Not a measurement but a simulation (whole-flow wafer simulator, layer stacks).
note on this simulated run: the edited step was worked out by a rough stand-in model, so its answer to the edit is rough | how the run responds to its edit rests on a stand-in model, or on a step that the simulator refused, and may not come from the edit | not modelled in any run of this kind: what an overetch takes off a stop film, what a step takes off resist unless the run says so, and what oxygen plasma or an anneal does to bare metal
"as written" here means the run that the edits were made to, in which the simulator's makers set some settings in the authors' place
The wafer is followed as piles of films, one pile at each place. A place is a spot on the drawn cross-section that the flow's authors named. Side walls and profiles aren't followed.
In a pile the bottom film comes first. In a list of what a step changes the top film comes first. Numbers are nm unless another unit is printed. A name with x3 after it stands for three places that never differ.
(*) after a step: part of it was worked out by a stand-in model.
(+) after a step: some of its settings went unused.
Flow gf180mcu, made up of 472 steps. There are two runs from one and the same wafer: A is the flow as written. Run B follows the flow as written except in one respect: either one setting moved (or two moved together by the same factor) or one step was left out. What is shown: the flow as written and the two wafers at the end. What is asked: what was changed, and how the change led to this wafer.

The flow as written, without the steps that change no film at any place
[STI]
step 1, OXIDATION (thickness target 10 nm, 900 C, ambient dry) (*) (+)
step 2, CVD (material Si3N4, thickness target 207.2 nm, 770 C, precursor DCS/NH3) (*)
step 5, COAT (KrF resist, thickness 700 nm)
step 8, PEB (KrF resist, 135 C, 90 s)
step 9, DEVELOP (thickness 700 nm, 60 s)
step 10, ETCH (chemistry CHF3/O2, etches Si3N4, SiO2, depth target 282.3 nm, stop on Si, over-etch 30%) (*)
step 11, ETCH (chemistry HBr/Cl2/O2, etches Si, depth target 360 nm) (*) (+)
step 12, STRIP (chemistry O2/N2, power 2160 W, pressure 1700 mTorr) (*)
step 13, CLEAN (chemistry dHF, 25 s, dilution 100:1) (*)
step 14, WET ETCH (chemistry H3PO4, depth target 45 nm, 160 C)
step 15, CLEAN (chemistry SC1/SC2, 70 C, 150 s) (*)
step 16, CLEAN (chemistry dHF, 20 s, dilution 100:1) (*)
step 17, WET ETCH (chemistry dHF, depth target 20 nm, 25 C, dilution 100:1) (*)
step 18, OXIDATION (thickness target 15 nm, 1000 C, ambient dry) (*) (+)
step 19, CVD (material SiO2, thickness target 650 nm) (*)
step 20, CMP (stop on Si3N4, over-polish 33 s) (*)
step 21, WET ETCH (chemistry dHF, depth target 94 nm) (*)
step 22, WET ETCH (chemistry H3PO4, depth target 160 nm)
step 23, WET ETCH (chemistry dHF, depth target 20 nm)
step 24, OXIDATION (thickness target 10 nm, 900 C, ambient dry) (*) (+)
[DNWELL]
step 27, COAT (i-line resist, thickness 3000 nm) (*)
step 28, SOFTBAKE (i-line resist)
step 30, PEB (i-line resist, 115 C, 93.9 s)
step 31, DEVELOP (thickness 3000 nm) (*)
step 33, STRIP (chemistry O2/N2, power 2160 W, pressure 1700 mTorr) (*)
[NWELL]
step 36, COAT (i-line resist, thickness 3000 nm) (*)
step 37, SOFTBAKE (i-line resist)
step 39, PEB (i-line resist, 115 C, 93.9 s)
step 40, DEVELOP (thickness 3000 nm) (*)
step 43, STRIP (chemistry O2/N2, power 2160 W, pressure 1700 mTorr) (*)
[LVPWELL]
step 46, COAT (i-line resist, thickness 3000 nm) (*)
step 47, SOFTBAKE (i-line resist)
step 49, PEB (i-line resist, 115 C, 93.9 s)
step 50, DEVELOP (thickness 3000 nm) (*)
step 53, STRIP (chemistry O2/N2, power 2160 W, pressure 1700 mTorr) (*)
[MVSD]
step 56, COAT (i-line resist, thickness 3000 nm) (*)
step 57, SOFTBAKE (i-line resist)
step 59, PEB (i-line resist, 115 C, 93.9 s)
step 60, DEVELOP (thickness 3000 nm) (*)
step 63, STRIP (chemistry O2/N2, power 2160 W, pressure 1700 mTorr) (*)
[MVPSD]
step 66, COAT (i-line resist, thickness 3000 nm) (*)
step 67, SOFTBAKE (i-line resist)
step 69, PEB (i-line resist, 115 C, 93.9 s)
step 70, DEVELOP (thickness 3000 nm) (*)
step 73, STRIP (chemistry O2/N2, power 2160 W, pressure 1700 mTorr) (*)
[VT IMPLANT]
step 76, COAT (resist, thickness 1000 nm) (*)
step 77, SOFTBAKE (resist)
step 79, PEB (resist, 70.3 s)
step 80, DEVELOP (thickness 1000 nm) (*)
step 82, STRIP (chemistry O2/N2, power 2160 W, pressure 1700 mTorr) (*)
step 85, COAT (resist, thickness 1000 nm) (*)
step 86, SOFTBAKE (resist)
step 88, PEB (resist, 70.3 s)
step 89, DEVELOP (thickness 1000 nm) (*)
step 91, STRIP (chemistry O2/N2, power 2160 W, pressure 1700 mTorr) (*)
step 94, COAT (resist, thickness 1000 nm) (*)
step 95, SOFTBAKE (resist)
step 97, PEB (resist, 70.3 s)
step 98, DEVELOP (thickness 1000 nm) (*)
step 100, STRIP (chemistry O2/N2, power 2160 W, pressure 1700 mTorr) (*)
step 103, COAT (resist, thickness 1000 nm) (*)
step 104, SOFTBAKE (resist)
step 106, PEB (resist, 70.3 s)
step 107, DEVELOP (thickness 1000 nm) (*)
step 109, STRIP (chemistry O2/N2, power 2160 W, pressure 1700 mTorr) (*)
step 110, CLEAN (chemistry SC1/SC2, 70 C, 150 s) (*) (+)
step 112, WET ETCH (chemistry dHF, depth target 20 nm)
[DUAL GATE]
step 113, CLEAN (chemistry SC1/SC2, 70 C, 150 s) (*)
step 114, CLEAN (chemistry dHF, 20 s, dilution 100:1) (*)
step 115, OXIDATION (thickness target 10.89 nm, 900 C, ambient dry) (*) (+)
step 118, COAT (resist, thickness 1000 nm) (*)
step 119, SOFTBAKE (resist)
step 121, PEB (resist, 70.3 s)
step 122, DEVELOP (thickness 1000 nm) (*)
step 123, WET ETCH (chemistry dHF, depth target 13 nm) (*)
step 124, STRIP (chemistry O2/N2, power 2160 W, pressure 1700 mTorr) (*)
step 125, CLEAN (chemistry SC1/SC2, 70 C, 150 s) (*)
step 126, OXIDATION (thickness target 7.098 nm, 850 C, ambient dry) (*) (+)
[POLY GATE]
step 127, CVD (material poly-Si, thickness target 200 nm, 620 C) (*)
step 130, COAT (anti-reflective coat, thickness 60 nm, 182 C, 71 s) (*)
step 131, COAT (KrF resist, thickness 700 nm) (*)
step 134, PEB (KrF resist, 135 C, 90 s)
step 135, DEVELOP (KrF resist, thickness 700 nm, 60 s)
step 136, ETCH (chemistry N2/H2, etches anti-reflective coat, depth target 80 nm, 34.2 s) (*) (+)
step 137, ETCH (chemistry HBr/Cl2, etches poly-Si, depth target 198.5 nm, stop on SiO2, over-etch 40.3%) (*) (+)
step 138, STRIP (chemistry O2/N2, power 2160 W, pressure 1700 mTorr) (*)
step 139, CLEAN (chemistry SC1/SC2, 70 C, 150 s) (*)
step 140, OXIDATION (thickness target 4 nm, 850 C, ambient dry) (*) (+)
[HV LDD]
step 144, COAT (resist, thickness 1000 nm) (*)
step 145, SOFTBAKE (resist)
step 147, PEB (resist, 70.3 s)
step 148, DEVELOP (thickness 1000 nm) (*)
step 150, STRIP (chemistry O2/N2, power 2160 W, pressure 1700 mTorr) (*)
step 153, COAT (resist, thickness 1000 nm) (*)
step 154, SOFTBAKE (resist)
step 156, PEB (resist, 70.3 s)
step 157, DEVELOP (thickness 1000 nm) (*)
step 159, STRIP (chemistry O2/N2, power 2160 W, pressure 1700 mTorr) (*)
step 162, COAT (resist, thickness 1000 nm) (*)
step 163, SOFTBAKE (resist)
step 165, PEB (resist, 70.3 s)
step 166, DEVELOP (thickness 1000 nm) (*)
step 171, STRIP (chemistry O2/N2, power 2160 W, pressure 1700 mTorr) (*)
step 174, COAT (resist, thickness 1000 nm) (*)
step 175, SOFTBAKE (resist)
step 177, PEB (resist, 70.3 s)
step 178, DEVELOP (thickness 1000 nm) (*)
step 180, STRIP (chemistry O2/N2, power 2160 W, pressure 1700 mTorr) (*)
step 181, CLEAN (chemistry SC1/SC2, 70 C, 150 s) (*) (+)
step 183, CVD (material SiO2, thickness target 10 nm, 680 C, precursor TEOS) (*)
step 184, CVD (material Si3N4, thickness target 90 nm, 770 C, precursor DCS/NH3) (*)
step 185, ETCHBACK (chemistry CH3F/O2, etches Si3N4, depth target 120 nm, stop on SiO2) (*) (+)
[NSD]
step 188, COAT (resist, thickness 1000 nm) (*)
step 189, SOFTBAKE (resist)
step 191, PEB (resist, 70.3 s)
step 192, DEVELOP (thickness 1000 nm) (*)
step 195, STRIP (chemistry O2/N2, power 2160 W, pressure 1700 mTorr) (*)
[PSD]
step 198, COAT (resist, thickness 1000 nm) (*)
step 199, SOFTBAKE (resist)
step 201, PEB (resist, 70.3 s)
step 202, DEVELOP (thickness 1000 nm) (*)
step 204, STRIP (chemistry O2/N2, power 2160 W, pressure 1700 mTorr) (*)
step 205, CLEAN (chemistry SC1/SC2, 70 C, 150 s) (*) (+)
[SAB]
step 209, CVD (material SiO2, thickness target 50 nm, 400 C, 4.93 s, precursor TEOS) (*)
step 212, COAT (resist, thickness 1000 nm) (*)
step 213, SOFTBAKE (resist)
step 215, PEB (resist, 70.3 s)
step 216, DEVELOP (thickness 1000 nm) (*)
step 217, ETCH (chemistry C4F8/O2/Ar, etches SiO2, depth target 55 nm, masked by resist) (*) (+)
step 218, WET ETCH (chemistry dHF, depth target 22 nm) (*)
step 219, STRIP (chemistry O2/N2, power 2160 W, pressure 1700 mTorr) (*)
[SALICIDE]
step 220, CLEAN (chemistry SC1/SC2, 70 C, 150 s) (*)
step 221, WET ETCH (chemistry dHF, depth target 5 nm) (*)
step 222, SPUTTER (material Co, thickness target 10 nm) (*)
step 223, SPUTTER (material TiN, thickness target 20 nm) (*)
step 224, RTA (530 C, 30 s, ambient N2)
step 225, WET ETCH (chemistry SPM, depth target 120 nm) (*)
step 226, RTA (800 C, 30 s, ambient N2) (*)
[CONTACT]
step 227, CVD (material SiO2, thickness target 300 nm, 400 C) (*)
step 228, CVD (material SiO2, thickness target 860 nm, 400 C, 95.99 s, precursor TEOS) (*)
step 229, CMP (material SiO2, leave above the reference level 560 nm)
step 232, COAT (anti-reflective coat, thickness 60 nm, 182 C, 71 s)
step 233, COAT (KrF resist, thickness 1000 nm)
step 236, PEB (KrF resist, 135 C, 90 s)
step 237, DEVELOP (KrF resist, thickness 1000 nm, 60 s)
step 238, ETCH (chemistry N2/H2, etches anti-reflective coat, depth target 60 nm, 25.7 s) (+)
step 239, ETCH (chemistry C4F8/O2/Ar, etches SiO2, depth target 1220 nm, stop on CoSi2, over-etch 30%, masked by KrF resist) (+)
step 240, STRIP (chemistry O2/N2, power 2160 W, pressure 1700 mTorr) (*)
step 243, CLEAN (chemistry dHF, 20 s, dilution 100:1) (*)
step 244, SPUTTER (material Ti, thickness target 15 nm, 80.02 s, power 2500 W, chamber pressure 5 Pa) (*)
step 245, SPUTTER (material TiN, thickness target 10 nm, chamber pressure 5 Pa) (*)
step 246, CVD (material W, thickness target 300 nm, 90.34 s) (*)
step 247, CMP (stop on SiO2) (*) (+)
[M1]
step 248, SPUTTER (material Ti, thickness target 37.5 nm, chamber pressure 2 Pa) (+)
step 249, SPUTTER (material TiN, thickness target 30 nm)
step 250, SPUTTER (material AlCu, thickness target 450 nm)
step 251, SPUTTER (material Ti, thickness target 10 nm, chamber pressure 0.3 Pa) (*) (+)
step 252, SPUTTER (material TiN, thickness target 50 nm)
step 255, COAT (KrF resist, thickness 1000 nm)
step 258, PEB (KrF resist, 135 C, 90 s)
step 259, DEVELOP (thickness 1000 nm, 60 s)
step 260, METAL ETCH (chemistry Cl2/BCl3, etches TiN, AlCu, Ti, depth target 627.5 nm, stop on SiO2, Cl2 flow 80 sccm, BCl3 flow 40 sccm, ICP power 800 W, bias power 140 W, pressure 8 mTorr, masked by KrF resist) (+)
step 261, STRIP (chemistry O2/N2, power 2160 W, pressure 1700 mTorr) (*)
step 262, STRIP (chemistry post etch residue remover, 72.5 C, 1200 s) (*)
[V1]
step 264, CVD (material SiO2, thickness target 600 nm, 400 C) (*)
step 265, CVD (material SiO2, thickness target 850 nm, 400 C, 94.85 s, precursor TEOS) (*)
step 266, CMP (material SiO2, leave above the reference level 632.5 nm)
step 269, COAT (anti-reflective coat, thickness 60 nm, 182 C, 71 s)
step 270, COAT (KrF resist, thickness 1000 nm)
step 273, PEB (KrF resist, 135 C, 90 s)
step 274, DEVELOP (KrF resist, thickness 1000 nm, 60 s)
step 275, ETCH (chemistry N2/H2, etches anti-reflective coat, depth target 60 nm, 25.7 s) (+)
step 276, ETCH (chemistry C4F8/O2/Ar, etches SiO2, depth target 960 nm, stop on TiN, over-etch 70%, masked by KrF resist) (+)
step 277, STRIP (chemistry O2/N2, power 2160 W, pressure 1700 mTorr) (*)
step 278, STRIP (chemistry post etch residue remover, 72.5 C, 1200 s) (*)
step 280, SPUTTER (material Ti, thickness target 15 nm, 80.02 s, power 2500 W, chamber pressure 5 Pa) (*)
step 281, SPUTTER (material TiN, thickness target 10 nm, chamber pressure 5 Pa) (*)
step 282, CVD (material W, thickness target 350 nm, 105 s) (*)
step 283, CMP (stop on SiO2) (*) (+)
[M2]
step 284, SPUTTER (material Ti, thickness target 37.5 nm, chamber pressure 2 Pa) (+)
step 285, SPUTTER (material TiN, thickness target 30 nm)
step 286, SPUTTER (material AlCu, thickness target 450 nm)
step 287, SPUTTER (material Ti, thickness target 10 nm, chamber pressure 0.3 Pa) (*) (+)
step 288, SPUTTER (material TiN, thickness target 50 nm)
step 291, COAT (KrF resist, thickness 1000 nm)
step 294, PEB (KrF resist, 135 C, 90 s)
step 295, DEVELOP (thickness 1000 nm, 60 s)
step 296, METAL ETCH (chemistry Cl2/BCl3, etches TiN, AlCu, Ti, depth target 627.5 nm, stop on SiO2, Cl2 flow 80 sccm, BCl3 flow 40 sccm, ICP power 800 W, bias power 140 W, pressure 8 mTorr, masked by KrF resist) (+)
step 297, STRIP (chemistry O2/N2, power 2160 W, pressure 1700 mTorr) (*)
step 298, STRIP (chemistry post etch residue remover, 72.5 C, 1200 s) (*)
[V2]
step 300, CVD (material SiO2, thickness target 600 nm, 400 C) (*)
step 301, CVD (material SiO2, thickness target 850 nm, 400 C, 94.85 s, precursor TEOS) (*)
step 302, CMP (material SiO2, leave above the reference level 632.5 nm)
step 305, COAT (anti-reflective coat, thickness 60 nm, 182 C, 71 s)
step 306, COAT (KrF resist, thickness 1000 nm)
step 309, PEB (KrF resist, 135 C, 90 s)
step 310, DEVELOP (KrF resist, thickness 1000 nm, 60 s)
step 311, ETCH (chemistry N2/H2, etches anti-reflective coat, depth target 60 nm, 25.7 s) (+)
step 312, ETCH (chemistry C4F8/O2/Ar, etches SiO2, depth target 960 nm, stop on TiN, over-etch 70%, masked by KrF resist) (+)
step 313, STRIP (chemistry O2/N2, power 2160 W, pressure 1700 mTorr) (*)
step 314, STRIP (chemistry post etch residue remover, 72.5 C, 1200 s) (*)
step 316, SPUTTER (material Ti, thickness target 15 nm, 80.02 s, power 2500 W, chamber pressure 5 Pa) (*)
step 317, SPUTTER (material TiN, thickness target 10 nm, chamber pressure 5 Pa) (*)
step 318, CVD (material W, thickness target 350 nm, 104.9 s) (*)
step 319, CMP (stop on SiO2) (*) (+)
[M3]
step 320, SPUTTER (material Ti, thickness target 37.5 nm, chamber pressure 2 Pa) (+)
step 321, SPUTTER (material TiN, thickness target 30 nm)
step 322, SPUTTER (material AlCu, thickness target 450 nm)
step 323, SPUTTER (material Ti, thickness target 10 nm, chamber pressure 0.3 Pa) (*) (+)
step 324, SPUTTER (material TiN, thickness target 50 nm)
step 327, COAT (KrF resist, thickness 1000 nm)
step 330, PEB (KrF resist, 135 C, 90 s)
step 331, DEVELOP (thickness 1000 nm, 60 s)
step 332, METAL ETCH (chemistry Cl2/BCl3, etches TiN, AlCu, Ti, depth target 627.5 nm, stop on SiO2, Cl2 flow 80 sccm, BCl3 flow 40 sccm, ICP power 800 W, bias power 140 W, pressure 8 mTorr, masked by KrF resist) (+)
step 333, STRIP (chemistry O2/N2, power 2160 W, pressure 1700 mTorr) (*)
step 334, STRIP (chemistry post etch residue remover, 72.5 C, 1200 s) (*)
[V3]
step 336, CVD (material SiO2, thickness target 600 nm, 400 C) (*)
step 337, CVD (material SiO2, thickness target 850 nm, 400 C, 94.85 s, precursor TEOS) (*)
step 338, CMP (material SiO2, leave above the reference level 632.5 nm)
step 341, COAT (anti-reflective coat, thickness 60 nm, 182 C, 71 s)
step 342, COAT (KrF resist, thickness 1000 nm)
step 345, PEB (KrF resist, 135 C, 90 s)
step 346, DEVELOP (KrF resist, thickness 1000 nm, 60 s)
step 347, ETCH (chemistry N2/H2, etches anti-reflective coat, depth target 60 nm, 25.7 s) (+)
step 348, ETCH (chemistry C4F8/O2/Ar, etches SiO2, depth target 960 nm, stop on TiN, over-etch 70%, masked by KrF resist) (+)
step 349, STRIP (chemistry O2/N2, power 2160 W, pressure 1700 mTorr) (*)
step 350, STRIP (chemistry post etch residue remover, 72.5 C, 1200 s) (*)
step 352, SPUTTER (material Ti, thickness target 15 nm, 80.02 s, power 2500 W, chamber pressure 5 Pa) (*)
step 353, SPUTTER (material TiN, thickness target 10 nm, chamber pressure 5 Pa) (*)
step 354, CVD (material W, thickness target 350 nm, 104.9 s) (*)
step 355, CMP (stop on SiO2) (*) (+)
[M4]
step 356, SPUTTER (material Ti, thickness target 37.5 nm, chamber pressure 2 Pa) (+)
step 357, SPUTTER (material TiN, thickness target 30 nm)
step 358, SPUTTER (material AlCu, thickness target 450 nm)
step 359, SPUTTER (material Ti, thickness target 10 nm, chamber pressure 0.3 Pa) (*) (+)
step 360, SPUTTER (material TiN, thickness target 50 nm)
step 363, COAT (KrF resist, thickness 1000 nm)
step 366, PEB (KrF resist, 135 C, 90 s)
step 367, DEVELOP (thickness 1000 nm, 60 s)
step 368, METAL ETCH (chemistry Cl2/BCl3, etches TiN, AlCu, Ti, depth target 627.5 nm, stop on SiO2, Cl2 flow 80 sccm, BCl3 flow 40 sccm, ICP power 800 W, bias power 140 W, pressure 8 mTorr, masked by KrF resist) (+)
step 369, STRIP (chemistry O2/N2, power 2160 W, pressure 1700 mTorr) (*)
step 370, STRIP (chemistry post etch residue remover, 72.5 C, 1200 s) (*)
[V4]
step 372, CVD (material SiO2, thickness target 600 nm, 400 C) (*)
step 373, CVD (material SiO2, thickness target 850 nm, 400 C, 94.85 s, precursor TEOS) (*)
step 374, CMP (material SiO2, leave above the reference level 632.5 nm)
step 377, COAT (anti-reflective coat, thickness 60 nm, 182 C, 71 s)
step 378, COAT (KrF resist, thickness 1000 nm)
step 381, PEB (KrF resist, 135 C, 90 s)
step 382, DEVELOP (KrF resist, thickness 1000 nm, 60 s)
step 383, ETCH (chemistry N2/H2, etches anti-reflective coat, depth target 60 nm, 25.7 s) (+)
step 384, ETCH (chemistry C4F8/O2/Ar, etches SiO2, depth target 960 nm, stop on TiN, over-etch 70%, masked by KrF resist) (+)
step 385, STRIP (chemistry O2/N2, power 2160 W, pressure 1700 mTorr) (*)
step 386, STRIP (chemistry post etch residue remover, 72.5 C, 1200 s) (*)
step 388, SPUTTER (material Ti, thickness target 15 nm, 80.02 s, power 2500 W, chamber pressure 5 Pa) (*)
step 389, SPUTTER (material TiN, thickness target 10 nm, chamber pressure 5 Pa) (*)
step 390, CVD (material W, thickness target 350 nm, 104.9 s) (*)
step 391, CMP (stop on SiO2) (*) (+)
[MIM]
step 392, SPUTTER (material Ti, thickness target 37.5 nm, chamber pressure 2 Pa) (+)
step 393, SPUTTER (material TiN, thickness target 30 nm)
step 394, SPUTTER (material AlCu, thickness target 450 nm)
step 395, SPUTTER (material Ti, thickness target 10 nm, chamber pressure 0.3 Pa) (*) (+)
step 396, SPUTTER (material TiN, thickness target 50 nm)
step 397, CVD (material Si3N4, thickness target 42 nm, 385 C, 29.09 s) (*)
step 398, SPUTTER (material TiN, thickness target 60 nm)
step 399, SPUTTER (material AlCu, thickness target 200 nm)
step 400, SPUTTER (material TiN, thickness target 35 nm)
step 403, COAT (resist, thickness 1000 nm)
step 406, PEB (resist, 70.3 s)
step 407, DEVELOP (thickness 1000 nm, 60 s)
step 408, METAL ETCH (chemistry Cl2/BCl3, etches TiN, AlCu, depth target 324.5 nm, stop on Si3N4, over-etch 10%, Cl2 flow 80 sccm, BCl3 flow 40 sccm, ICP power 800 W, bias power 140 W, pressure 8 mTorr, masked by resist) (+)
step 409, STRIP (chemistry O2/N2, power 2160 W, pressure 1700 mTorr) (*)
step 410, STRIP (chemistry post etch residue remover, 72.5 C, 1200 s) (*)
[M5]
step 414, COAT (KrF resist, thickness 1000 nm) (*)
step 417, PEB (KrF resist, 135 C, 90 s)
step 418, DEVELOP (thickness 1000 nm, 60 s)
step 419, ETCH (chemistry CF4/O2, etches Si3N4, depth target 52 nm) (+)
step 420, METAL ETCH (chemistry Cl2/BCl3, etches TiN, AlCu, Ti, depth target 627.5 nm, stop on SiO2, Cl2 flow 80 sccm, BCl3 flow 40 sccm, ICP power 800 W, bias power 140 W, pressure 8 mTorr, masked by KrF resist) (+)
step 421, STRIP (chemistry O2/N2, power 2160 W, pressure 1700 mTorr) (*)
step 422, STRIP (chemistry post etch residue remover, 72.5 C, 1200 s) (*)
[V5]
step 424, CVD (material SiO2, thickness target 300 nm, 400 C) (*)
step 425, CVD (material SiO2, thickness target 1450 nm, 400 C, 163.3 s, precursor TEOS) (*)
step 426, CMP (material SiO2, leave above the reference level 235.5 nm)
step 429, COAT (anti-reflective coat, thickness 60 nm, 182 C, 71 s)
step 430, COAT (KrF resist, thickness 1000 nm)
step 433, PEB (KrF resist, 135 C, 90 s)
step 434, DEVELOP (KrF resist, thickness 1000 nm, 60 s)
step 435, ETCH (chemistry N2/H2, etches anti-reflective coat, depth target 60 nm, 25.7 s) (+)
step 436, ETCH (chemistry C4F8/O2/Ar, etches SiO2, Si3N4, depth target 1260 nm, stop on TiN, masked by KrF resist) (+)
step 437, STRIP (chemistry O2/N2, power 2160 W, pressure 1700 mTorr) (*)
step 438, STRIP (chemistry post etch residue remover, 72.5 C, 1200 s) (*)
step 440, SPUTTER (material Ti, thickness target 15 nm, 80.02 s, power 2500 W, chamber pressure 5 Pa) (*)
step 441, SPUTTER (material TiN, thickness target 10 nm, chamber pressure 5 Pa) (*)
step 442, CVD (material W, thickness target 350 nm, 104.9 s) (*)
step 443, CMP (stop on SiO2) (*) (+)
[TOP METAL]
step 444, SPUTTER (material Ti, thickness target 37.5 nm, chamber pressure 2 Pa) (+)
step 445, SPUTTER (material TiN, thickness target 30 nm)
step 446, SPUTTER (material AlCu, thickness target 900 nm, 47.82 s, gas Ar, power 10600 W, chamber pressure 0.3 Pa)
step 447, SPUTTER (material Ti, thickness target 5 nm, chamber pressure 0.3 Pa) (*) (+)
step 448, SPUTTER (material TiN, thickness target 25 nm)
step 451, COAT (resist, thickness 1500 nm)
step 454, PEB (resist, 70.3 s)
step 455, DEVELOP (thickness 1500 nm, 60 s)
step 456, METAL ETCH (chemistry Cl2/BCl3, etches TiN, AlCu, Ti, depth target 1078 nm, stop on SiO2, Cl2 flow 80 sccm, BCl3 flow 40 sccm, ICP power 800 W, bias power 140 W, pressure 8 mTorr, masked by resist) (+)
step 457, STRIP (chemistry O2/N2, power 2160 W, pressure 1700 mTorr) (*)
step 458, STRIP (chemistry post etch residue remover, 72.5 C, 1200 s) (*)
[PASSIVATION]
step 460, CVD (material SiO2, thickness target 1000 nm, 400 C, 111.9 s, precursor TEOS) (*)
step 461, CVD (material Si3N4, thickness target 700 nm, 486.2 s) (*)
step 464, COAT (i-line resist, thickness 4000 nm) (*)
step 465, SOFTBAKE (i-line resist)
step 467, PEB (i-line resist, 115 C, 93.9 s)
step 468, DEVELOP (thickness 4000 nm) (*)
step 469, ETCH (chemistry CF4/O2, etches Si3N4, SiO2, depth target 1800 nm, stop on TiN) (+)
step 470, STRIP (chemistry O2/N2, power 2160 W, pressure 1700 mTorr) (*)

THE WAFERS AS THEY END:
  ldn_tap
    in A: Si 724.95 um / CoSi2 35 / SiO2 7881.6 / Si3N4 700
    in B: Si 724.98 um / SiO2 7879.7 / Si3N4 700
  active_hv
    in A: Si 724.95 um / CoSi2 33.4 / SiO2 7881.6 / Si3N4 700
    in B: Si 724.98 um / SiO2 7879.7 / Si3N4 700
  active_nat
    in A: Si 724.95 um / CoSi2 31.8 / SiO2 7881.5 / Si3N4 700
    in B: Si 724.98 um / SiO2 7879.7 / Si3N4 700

What caused this: step 218, WET ETCH: depth target 10.8 nm was run, though the flow has depth target 22 nm.

The path from the change to this, step by step:
  step 218, WET ETCH (chemistry dHF, depth target 22 nm) (*)
      ldn_tap, ldn_src, ldn_drn, ldp_tap, ldp_src, ldp_drn, ldp_gr: A -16 SiO2 (all of it) | B -11.3 SiO2
      ld_drn_n, ld_sd_p: A -14.8 SiO2 (all of it) | B -11 SiO2
      (and at 56 other places as well)
  step 219, STRIP (chemistry O2/N2, power 2160 W, pressure 1700 mTorr) (*)
      active_hv, active_nat, ld_sd_n and 11 more: A +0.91 chemical SiO2 (new film), -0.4 Si | B nothing
  step 221, WET ETCH (chemistry dHF, depth target 5 nm) (*)
      active_hv, active_nat, ld_sd_n and 10 more: A -0.76 chemical SiO2 (all of it) | B -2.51 SiO2
      ld_drn_p: A -0.76 chemical SiO2 (all of it) | B -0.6 SiO2 (all of it)
  step 223, SPUTTER (material TiN, thickness target 20 nm) (*)
      field__w12: A +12 TiN (new film) | B +12.7 TiN (new film)
      ld_sd_n: A +15.5 TiN (new film) | B +16.3 TiN (new film)
  step 224, RTA (530 C, 30 s, ambient N2)
      ldn_tap, ldn_src, ldn_drn, ldp_tap, ldp_src, ldp_drn, ldp_gr: A under 1 film: +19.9 CoSi (new film), -10 Co (all of it), -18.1 Si | B nothing
      active_hv: A under 1 film: +19 CoSi (new film), -9.55 Co (all of it), -17.3 Si | B nothing
      (and at 4 other places as well)
  step 225, WET ETCH (chemistry SPM, depth target 120 nm) (*)
      ldn_tap, ldn_src, ldn_drn, ldp_tap, ldp_src, ldp_drn, ldp_gr: A -20 TiN (all of it) | B -20 TiN (all of it), -10 Co (all of it)
      active_hv: A -19 TiN (all of it) | B -19 TiN (all of it), -9.55 Co (all of it)
      (and at 6 other places as well)
  step 226, RTA (800 C, 30 s, ambient N2) (*)
      ldn_tap, ldn_src, ldn_drn, ldp_tap, ldp_src, ldp_drn, ldp_gr: A +35 CoSi2 (new film), -19.9 CoSi (all of it), -18.1 Si | B nothing
      active_hv: A +33.4 CoSi2 (new film), -19 CoSi (all of it), -17.3 Si | B nothing
      (and at 4 other places as well)
  step 227, CVD (material SiO2, thickness target 300 nm, 400 C) (*)
      active_hv, active_nat, ld_drn_n and 9 more: A +300 SiO2 (new film) | B +300 SiO2
  step 229, CMP (material SiO2, leave above the reference level 560 nm)
      ldn_sep__w1, ldn_sep__w2, ldn_dft and 8 more: A -311 SiO2 | B -323.4 SiO2
      sti, mim_1p0, pad, dice_street, iso_fld_sub: A -296.8 SiO2 | B -309.2 SiO2
      (and at 35 other places as well)
If metal films that touch count as one body, ldn_tap has 0 bodies; the flow as written gives 1 body.
If metal films that touch count as one body, active_hv has 0 bodies; the flow as written gives 1 body.
If metal films that touch count as one body, active_nat has 0 bodies; the flow as written gives 1 body.
